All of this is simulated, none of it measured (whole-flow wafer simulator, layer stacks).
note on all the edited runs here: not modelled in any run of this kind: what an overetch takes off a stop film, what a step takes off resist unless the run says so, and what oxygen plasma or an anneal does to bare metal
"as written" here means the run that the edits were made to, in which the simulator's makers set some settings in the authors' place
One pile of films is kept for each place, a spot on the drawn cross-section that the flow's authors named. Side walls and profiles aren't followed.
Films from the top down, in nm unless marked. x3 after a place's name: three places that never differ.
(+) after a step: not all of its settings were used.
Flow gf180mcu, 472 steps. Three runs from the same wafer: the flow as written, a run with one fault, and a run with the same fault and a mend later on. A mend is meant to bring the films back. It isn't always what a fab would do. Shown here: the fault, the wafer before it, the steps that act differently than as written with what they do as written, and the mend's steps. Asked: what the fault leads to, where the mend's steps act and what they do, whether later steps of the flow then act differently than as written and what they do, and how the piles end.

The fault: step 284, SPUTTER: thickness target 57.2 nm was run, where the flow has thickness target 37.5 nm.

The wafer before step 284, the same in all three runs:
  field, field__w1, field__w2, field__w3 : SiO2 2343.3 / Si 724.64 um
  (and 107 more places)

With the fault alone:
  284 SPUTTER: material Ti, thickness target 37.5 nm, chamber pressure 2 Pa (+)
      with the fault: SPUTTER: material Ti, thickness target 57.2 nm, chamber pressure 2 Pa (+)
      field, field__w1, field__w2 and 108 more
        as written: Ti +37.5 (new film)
        with the fault: Ti +57.2 (new film)
  Later steps of the flow that act differently than as written:
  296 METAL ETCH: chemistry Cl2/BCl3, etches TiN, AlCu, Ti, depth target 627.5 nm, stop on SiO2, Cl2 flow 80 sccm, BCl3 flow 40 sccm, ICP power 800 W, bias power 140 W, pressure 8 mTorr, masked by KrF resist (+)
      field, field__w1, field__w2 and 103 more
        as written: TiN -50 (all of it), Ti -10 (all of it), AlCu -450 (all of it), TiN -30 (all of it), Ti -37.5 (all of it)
        with the fault: TiN -50 (all of it), Ti -10 (all of it), AlCu -450 (all of it), TiN -30 (all of it), Ti -57.2 (all of it)
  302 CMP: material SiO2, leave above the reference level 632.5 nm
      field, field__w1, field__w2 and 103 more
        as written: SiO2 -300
        with the fault: SiO2 -280.3
  At the end the piles differ from the flow's by more than 2% or 0.5 nm, whichever is larger, at field__w8, contact, m1, m1__w1, m1_nw.
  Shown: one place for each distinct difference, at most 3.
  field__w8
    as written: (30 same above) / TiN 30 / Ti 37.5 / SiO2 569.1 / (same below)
    with the fault: (30 same above) / TiN 30 / Ti 57.2 / SiO2 569.1 / (same below)
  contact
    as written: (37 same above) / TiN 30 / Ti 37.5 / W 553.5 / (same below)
    with the fault: (37 same above) / TiN 30 / Ti 57.2 / W 553.5 / (same below)

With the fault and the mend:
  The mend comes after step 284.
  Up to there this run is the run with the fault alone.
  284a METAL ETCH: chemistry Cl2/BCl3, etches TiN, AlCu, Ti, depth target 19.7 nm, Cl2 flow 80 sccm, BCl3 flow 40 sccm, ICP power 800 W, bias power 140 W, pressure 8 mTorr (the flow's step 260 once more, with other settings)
      field, field__w1, field__w2 and 108 more
        Ti -19.7
  No later step of the flow acts differently than as written at any place that is followed.
  At the end the piles are the same as the flow's at every place that both follow.
